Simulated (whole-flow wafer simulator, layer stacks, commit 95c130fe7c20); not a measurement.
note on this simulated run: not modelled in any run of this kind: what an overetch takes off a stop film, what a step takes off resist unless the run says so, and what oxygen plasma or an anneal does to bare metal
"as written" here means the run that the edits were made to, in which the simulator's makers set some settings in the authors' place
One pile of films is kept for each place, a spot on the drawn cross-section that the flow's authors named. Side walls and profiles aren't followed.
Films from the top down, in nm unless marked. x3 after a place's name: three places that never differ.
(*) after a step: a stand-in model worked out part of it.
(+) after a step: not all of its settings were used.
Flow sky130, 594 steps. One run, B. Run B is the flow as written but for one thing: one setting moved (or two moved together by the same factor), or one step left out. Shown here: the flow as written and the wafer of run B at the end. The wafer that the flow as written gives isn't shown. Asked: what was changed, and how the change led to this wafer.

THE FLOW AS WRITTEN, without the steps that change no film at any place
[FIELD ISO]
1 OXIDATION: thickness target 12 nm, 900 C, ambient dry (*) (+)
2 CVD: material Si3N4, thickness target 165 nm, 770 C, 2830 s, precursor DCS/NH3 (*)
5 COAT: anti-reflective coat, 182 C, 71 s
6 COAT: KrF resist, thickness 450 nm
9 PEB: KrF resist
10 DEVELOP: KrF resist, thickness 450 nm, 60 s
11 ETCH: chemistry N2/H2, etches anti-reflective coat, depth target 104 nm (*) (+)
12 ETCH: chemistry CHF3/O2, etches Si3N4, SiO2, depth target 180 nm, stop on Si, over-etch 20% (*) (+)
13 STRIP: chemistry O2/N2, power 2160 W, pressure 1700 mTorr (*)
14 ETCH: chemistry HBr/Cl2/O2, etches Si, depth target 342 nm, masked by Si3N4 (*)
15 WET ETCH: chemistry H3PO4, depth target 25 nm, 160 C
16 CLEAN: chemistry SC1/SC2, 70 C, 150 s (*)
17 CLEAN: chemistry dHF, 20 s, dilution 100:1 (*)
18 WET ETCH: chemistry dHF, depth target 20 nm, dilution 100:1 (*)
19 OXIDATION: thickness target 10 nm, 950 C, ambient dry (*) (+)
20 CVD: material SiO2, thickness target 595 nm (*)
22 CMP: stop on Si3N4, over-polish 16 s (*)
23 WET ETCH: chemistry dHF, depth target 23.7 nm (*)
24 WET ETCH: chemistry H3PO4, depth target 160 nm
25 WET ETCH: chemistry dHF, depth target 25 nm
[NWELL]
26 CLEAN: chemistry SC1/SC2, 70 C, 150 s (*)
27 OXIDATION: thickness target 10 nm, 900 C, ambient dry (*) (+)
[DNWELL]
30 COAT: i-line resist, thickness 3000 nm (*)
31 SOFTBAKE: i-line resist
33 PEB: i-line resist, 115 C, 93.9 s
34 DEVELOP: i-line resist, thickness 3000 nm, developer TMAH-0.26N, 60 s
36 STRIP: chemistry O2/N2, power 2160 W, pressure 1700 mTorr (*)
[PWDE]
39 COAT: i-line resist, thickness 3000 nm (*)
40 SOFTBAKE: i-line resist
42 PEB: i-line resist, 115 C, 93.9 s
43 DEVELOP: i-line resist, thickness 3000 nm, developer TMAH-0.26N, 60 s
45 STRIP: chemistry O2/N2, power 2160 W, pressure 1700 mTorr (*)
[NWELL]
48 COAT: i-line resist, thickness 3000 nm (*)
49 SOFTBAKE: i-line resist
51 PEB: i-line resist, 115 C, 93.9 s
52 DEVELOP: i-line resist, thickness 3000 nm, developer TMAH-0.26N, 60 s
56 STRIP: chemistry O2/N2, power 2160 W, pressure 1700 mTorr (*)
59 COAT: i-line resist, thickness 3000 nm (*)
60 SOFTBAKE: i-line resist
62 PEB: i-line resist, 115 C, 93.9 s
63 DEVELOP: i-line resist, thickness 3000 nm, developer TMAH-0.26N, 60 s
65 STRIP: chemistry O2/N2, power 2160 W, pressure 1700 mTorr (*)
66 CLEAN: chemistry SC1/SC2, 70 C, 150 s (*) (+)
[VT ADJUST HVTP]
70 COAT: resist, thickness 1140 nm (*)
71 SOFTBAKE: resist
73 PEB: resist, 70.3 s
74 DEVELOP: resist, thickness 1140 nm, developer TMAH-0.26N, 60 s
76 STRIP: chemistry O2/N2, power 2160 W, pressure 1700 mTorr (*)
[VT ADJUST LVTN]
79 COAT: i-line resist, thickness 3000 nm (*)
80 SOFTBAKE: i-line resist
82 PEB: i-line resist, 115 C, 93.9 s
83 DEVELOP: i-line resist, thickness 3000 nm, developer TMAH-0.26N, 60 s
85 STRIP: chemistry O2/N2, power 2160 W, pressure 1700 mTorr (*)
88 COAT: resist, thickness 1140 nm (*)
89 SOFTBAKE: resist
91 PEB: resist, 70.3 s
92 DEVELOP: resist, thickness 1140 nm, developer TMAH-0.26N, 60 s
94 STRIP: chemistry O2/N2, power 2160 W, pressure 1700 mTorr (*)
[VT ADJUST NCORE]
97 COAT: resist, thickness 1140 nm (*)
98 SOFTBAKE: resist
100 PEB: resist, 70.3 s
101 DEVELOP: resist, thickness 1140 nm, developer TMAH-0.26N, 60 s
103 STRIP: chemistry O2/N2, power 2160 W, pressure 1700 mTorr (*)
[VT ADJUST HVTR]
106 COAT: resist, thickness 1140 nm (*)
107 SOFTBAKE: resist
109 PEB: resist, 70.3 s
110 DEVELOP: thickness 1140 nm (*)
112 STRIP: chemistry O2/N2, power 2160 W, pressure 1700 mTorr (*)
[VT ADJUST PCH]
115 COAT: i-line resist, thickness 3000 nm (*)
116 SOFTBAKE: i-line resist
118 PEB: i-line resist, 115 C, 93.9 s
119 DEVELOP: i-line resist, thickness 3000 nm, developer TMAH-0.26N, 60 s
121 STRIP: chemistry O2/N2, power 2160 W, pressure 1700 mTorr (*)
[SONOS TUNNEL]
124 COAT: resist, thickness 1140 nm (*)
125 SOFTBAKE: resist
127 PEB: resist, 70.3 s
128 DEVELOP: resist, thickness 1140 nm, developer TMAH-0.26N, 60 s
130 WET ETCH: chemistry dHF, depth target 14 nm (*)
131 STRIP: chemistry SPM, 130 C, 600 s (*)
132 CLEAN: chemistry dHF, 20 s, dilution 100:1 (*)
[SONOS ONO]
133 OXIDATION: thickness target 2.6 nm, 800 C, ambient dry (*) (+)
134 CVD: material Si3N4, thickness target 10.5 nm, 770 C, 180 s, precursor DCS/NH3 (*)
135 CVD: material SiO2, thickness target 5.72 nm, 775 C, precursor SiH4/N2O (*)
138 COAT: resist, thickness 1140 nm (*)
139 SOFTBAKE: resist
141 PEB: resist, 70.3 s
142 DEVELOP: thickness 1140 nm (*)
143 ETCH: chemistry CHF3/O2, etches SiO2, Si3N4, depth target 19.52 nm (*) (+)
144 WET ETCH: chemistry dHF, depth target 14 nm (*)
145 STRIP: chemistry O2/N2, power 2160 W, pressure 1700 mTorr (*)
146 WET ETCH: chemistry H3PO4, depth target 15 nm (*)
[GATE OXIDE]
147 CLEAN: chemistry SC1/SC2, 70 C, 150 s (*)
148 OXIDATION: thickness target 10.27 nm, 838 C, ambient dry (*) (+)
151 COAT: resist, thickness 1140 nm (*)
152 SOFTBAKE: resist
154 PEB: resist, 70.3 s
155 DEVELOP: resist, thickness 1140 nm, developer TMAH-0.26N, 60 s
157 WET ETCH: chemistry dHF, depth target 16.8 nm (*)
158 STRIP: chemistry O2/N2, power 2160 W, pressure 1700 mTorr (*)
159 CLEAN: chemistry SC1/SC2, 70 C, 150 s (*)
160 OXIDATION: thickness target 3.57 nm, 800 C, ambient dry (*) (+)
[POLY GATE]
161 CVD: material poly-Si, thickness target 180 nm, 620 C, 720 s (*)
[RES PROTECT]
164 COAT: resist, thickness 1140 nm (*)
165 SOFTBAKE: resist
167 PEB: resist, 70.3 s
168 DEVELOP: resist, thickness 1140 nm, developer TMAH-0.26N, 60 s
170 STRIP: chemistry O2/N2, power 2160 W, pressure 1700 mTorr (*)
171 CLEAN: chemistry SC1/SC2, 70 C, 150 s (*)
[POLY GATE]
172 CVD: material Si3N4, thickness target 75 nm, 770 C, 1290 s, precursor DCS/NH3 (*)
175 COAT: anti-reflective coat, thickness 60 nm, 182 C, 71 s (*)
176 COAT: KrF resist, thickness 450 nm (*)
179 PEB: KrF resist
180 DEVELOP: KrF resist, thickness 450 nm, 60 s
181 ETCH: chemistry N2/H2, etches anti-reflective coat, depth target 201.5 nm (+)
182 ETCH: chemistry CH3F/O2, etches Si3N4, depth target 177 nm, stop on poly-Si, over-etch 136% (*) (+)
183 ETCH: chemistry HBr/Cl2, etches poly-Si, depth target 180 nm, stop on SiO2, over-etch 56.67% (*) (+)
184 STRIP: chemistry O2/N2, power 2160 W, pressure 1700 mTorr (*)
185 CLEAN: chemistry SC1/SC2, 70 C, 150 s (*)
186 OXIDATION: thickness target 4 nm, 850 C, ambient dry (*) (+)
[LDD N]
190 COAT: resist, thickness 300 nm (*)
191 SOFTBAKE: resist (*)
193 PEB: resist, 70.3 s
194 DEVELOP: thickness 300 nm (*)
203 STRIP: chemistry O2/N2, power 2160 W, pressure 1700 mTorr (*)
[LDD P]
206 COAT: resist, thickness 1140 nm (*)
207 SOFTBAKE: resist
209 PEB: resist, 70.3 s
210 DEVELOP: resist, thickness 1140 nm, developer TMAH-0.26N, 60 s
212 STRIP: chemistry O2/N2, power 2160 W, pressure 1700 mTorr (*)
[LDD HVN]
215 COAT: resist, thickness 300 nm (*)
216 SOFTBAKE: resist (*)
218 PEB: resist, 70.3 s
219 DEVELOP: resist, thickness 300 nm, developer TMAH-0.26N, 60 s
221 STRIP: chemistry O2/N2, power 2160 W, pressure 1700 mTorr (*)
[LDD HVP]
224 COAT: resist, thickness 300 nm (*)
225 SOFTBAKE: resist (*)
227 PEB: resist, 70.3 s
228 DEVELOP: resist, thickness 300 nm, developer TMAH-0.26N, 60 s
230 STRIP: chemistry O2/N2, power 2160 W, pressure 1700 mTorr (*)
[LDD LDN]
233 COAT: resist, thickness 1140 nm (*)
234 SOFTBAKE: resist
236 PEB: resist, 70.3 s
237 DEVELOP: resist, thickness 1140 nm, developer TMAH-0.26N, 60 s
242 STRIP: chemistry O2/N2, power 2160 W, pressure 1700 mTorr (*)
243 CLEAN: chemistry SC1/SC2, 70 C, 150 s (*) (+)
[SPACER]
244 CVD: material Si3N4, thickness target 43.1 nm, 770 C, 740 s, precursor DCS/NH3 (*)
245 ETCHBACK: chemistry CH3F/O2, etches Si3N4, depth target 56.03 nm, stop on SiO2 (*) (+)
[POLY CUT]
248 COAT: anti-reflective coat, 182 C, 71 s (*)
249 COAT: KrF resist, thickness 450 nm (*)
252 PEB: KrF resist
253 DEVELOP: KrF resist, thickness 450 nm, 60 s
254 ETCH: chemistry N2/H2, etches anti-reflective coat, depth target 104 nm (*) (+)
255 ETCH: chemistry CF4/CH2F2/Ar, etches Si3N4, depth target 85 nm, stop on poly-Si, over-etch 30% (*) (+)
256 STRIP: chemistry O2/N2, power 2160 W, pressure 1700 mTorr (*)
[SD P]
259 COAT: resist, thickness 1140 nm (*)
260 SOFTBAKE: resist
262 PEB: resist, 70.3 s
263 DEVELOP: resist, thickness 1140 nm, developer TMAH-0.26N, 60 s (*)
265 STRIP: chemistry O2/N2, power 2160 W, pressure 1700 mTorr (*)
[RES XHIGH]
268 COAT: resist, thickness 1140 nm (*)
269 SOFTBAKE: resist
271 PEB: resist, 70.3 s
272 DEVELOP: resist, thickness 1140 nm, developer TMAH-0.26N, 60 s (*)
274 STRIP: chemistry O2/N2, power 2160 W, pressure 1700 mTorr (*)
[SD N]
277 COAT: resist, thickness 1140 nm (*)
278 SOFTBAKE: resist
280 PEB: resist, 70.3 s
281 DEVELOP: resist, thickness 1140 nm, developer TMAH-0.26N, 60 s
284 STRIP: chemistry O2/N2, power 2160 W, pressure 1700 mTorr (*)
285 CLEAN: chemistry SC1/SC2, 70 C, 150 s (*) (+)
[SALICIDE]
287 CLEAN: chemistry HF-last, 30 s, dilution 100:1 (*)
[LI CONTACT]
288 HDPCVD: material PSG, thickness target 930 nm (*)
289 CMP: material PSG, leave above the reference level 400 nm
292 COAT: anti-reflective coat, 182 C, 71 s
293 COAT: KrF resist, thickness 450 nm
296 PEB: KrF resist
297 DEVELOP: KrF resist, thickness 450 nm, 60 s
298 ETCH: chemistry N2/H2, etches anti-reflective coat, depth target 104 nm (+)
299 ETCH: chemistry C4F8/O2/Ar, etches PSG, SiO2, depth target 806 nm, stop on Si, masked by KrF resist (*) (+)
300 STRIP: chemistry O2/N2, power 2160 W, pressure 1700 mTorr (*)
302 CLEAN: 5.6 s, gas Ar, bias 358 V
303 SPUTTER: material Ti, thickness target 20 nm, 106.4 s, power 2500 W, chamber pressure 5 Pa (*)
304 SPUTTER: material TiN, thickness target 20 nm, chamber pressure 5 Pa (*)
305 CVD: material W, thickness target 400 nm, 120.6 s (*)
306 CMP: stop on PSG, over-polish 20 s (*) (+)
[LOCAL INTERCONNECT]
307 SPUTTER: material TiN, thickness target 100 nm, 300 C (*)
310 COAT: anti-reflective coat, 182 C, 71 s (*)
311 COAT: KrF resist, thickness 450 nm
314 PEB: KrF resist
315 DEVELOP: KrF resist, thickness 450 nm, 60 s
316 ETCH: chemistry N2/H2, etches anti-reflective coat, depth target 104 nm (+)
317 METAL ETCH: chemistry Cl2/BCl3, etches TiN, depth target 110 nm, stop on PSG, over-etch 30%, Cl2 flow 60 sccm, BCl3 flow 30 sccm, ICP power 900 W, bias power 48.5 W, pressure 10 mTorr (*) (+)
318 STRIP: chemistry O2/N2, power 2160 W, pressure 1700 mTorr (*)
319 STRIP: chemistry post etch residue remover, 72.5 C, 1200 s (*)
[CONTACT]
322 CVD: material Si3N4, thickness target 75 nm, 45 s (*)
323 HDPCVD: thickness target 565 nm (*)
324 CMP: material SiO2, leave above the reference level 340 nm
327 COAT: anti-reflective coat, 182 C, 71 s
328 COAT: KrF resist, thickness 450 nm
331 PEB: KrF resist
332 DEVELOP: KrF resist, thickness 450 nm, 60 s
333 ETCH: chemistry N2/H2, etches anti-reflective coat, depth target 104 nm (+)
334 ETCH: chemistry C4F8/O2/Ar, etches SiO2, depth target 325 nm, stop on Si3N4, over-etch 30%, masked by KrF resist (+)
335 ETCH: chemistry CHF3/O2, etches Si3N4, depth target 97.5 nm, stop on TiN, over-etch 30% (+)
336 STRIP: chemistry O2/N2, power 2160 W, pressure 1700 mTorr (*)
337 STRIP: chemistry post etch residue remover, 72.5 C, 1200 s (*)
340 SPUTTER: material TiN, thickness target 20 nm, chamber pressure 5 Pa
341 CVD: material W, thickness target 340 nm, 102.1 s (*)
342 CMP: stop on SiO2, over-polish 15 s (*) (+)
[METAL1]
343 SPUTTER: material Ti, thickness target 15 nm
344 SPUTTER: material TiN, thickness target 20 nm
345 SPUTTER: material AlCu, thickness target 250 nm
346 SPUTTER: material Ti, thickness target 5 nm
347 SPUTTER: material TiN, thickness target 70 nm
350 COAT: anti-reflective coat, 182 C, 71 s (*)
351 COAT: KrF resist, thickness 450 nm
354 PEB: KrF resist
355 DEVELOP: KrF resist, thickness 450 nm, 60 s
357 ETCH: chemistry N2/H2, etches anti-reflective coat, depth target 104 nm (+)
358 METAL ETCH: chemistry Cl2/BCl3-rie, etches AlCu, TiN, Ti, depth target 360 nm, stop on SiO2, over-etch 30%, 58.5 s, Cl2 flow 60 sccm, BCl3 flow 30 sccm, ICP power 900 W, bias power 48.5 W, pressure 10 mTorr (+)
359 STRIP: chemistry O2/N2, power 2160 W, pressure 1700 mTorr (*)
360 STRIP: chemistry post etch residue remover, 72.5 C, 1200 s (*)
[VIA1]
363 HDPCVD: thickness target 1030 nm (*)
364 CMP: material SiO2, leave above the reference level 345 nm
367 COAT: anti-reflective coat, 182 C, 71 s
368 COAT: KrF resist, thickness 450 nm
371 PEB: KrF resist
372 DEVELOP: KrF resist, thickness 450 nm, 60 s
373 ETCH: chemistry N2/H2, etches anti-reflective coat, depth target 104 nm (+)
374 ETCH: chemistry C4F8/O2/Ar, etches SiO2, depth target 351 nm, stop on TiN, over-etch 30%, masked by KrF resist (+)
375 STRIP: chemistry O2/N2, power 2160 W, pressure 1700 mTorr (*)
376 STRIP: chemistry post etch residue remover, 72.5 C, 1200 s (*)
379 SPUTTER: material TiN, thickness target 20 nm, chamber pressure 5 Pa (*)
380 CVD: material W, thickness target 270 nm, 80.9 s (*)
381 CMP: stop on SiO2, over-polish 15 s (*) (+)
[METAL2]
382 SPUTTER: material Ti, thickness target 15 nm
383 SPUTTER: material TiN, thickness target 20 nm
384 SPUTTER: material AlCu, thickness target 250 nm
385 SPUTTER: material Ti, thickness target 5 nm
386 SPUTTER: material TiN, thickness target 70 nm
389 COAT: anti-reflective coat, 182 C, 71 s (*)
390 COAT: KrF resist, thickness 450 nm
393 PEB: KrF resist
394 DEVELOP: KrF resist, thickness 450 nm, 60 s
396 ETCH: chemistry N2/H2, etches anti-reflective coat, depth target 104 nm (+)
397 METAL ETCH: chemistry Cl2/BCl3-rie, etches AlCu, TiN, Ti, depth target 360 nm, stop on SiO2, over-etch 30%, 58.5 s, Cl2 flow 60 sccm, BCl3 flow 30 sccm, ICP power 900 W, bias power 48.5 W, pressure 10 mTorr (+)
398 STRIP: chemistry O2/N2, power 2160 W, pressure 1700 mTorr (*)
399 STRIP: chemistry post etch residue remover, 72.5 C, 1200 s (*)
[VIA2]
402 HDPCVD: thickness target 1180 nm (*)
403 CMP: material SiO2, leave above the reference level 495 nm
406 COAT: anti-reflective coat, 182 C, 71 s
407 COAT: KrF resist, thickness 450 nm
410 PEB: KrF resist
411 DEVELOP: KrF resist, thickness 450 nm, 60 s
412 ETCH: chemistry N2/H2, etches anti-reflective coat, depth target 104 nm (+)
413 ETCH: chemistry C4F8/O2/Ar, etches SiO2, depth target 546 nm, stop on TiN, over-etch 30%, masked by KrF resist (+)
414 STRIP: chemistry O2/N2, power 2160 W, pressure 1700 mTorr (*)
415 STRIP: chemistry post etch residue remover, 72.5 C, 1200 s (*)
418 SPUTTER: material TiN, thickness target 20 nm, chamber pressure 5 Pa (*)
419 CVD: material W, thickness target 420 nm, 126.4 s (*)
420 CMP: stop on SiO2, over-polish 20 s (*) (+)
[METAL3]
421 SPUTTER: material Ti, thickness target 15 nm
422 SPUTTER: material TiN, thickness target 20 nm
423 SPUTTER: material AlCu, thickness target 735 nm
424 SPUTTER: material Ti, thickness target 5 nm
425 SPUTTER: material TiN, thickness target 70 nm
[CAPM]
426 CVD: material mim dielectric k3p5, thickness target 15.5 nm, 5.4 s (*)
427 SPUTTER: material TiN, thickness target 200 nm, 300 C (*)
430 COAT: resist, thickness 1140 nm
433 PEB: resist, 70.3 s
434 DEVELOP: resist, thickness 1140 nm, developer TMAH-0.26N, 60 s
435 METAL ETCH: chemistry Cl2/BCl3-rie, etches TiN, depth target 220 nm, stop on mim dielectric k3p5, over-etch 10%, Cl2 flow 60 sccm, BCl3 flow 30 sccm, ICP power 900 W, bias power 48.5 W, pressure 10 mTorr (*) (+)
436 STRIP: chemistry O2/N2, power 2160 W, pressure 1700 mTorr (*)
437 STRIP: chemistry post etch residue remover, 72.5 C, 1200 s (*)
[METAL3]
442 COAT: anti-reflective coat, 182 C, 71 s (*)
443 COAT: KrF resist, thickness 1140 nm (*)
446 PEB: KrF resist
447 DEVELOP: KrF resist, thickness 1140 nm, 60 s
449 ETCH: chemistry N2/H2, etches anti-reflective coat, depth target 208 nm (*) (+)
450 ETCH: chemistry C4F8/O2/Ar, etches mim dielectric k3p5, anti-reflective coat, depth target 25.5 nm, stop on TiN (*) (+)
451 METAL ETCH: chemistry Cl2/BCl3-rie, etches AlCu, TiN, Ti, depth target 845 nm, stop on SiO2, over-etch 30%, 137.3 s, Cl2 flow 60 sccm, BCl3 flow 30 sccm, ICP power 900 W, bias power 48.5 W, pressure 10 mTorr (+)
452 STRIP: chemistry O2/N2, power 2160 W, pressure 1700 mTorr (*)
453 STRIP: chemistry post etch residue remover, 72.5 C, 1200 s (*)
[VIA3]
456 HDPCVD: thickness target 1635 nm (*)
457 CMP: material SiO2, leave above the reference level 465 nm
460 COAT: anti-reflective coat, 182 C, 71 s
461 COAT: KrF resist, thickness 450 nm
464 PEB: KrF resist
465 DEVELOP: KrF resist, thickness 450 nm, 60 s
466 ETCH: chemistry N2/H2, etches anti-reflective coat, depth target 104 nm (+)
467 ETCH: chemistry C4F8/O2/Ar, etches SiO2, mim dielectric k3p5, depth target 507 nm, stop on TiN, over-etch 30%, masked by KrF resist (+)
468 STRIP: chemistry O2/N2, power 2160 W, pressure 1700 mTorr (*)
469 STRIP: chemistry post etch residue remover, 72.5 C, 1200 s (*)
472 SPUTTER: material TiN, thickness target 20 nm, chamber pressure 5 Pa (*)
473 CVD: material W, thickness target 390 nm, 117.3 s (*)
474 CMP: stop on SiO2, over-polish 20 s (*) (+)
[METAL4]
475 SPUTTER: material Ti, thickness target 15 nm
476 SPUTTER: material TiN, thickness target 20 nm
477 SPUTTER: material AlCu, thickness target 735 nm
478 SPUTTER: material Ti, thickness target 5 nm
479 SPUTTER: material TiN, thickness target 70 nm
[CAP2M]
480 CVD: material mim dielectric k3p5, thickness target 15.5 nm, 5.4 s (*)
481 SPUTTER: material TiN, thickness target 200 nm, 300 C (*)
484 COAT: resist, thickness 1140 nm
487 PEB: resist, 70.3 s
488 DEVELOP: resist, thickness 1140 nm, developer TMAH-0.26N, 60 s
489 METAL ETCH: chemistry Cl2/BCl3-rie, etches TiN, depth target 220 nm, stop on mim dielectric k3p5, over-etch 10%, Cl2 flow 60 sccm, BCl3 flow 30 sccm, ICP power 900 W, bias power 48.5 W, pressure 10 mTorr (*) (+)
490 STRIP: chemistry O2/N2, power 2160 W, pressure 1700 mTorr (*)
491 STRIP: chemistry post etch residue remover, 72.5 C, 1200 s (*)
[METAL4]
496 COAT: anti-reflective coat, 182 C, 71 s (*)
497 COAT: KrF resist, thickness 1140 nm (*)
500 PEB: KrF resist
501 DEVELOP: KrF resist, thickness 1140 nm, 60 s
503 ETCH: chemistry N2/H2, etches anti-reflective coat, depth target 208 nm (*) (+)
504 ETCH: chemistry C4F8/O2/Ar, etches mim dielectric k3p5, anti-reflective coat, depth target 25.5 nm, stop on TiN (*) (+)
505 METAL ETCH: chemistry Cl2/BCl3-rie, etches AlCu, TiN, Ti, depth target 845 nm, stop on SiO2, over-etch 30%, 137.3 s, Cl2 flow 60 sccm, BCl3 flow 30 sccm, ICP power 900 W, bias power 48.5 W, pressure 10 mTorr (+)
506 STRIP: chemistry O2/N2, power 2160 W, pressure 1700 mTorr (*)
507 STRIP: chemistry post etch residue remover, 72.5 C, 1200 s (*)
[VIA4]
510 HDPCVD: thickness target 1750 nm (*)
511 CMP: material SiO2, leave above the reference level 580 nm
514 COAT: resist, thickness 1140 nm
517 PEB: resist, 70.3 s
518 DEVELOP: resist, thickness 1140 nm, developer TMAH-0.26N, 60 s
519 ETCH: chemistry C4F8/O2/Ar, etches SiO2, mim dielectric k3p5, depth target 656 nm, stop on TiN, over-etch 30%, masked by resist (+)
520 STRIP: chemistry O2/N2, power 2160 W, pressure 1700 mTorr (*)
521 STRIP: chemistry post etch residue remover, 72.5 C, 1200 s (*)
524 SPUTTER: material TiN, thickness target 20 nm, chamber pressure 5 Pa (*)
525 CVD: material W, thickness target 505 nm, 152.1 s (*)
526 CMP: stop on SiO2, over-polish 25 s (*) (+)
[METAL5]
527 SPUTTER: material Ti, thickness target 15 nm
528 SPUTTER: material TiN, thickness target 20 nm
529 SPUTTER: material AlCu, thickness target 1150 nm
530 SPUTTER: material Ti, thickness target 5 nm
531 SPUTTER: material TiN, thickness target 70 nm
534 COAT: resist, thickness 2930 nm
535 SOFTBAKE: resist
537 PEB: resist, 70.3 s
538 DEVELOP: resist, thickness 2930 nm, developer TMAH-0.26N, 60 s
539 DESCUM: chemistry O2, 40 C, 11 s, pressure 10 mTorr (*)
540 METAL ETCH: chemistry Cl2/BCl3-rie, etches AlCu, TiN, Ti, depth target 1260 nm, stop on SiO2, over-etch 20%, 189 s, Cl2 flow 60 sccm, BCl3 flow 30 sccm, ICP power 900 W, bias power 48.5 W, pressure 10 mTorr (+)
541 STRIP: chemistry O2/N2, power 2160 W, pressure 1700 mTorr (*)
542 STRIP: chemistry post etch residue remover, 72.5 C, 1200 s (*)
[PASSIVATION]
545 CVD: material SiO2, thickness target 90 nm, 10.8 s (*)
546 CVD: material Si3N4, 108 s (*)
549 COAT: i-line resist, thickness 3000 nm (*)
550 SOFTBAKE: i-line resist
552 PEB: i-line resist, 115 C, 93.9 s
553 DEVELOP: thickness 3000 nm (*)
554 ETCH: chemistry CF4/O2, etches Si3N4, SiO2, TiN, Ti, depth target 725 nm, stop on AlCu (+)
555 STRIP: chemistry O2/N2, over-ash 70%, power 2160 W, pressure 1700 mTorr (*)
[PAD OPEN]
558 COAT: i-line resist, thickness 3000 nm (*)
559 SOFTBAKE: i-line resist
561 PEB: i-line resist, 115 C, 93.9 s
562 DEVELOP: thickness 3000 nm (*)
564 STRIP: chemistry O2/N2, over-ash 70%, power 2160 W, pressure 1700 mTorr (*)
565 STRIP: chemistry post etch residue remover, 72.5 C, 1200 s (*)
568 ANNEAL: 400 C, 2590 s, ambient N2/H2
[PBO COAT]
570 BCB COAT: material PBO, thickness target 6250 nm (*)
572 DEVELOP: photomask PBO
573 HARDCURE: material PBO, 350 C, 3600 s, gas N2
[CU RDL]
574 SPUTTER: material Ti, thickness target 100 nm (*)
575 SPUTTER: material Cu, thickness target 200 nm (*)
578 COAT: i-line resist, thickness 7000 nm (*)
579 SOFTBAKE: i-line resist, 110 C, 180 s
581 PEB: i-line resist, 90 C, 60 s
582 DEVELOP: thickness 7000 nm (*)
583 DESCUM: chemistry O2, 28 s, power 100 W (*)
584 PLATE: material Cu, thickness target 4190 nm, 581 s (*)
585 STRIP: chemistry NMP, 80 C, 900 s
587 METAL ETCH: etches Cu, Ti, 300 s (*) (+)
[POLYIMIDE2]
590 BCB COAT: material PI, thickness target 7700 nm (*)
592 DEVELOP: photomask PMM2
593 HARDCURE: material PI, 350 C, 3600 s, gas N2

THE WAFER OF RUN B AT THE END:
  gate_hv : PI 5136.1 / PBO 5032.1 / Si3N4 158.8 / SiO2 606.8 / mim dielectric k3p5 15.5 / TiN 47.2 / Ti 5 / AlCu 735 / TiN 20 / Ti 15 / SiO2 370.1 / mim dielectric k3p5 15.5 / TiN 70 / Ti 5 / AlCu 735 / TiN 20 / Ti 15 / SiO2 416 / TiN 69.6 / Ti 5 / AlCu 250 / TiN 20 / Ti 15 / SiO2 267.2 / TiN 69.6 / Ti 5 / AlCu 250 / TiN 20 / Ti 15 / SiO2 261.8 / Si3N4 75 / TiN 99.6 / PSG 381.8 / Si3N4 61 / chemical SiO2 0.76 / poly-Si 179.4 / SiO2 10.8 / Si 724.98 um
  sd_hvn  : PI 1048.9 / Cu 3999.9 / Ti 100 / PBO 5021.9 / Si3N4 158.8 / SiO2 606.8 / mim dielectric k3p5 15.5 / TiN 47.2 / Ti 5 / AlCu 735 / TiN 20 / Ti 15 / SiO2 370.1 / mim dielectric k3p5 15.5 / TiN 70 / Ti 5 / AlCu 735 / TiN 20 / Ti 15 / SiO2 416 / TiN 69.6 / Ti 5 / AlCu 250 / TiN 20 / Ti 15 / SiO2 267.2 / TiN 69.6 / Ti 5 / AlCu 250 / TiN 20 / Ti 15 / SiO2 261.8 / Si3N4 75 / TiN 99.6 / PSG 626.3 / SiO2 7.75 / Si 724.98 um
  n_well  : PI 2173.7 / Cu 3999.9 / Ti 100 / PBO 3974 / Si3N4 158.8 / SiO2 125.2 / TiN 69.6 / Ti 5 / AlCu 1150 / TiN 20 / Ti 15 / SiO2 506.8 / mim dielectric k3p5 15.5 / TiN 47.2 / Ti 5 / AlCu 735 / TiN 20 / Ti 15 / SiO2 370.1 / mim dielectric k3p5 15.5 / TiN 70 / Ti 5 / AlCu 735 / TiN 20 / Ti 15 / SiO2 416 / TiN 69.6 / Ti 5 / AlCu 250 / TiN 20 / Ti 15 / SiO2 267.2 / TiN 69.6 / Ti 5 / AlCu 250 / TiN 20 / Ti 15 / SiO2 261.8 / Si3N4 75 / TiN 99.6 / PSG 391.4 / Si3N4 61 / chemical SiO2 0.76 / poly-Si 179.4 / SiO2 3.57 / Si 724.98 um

The cause: step 479, SPUTTER: thickness target 47.2 nm was run, where the flow has thickness target 70 nm.
It can be read off the wafer: gate_hv has TiN 47.2, and step 479 as written asks for 70 nm.

How the change led to this, step by step:
  479 SPUTTER: material TiN, thickness target 70 nm
      field, active, n_well and 189 more: TiN +47.2 (new film) (as written it would be: TiN +70 (new film))
  505 METAL ETCH: chemistry Cl2/BCl3-rie, etches AlCu, TiN, Ti, depth target 845 nm, stop on SiO2, over-etch 30%, 137.3 s, Cl2 flow 60 sccm, BCl3 flow 30 sccm, ICP power 900 W, bias power 48.5 W, pressure 10 mTorr (+)
      field, gate, spacer and 68 more: TiN -47.2 (all of it), Ti -5 (all of it), AlCu -735 (all of it), TiN -20 (all of it), Ti -15 (all of it), SiO2 -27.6 (as written it would be: TiN -70 (all of it), Ti -5 (all of it), AlCu -735 (all of it), TiN -20 (all of it), Ti -15 (all of it), SiO2 -25.4)
      active, vpp_iso1, mim_edge_plate and 14 more: TiN -47.2 (all of it), Ti -5 (all of it), AlCu -735 (all of it), TiN -20 (all of it), Ti -15 (all of it), SiO2 -27.6 (as written it would be: TiN -70 (all of it), Ti -5 (all of it), AlCu -735 (all of it), TiN -20 (all of it), Ti -15 (all of it), SiO2 -25.3)
  519 ETCH: chemistry C4F8/O2/Ar, etches SiO2, mim dielectric k3p5, depth target 656 nm, stop on TiN, over-etch 30%, masked by resist (+)
      m1: SiO2 -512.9 (all of it), mim dielectric k3p5 -15.5 (all of it) (as written it would be: SiO2 -490.1 (all of it), mim dielectric k3p5 -15.5 (all of it))
      via4_hole: SiO2 -512.3 (all of it), mim dielectric k3p5 -15.5 (all of it) (as written it would be: SiO2 -489.5 (all of it), mim dielectric k3p5 -15.5 (all of it))
  525 CVD: material W, thickness target 505 nm, 152.1 s (*)
      m1: W +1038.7 (new film) (as written it would be: W +1015.8 (new film))
      via4_hole: W +1038.1 (new film) (as written it would be: W +1015.2 (new film))
